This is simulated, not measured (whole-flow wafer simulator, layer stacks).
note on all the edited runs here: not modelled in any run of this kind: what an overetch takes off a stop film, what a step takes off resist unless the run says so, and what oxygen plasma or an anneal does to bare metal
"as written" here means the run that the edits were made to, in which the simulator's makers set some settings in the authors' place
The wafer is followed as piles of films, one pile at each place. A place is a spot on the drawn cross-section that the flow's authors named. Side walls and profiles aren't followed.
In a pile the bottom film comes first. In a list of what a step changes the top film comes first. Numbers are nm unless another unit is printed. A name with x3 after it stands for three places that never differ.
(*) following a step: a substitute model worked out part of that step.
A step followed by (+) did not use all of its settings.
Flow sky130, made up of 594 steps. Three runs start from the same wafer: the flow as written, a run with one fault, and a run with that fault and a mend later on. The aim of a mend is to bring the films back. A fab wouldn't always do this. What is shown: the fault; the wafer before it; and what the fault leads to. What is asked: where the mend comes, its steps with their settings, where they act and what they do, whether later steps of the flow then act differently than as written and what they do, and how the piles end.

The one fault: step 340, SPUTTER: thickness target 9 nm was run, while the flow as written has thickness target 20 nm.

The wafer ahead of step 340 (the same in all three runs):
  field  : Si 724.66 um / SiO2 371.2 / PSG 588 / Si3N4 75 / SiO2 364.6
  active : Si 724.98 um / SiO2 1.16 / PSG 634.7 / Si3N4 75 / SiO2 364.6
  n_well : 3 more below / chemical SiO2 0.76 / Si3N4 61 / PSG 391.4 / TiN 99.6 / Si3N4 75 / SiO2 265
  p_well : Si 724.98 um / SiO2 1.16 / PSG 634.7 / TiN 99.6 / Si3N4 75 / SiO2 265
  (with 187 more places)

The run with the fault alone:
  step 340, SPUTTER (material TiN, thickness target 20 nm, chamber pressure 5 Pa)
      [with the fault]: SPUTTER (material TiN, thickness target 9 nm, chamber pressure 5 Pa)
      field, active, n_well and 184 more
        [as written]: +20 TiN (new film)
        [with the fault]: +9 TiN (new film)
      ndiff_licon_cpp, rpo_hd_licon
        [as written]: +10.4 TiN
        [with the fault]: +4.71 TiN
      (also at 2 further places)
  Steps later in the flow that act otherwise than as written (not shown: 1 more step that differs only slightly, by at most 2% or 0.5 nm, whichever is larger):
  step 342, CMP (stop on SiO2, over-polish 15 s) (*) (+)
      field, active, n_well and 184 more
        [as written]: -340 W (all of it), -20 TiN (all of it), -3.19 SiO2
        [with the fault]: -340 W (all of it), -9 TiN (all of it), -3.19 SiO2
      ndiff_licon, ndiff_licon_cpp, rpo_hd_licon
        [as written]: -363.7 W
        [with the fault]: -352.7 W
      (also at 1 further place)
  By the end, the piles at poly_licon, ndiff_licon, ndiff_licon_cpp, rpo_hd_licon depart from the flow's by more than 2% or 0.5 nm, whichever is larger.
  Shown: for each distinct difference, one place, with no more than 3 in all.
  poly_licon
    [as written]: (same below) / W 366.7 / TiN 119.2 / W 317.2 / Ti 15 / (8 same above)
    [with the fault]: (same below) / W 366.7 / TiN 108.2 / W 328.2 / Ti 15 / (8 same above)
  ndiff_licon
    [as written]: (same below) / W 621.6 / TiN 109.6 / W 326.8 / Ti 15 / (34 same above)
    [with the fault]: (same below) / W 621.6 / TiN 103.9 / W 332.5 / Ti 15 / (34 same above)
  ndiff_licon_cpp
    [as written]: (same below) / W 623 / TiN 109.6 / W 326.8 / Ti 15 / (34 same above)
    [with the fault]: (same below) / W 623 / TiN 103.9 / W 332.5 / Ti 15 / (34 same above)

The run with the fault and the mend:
  The mend stands after step 340.
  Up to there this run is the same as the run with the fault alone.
  step 340a, SPUTTER (material TiN, thickness target 11 nm, chamber pressure 5 Pa) (a further turn of the flow's step 340, with different settings)
      field, active, n_well and 185 more
        +11 TiN
      ndiff_licon_cpp, rpo_hd_licon
        +5.67 TiN
      ndiff_licon
        +5.66 TiN
  Later steps of the flow that are run all act as written at every place that is followed, up to a difference of at most 2% or 0.5 nm, whichever is larger.
  The piles end only slightly different from the flow's at the places that both follow, by no more than 2% or 0.5 nm, whichever is larger.
